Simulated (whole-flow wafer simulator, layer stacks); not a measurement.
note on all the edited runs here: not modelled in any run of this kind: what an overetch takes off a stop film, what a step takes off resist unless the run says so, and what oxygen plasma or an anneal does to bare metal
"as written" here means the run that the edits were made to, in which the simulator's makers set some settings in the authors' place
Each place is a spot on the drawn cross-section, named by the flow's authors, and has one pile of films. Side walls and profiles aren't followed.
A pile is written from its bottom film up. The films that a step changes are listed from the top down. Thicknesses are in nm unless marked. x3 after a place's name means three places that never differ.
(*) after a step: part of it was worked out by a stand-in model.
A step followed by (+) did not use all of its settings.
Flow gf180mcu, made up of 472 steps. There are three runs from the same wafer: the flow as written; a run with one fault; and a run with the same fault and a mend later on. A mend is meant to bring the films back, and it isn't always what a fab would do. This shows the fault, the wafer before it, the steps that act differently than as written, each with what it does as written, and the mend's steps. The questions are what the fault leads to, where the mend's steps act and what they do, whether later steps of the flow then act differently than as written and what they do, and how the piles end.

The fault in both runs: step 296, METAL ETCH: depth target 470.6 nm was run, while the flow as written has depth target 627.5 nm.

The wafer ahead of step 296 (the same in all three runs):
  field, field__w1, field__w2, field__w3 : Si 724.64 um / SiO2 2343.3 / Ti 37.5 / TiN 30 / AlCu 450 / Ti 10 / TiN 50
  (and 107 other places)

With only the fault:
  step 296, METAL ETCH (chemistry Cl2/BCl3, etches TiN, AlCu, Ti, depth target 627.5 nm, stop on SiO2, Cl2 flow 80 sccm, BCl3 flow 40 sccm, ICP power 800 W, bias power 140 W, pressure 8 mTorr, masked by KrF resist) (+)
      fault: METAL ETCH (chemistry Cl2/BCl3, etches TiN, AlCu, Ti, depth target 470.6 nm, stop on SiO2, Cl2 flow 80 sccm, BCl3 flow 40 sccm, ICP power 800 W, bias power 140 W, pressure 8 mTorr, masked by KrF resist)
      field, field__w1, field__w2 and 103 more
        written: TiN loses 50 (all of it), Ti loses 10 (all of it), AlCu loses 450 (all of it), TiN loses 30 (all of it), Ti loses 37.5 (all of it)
        fault: TiN loses 50 (all of it), Ti loses 10 (all of it), AlCu loses 410.6
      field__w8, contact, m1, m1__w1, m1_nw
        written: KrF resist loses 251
        fault: KrF resist loses 188.2
  Later steps of the flow acting differently than as written:
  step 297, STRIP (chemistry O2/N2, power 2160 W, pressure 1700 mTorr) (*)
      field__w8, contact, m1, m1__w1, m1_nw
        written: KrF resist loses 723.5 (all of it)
        fault: KrF resist loses 786.3 (all of it)
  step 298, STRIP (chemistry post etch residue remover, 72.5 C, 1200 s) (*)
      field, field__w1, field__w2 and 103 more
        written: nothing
        fault: AlCu loses 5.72
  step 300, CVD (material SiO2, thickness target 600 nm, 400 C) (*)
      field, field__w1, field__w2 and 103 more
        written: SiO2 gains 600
        fault: SiO2 gains 600 (new film)
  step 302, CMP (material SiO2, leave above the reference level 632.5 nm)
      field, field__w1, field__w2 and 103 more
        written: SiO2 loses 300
        fault: SiO2 loses 401.2
  At field, field__w1, field__w2 and 104 more, the piles at the end differ from the flow's by more than 2% or 0.5 nm, whichever is larger.
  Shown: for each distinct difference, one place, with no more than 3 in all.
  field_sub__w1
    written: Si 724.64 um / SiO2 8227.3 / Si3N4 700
    fault: Si 724.64 um / SiO2 2343.2 / Ti 37.5 / TiN 30 / AlCu 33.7 / SiO2 5782.8 / Si3N4 700
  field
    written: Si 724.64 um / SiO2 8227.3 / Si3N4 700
    fault: Si 724.64 um / SiO2 2343.3 / Ti 37.5 / TiN 30 / AlCu 33.7 / SiO2 5782.8 / Si3N4 700
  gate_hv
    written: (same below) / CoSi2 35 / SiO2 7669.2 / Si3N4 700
    fault: (same below) / CoSi2 35 / SiO2 1785.1 / Ti 37.5 / TiN 30 / AlCu 33.7 / SiO2 5782.8 / Si3N4 700

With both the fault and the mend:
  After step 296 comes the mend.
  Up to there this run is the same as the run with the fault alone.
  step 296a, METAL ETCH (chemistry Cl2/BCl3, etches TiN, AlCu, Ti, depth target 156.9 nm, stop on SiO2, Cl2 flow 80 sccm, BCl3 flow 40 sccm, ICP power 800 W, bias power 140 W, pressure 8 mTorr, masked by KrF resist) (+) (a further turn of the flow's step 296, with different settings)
      field, field__w1, field__w2 and 103 more
        AlCu loses 39.4 (all of it), TiN loses 30 (all of it), Ti loses 37.5 (all of it)
      field__w8, contact, m1, m1__w1, m1_nw
        KrF resist loses 62.8
  None of the later steps of the flow acts differently than as written at any place that is followed.
  The piles end the same as the flow's at every place that both follow.
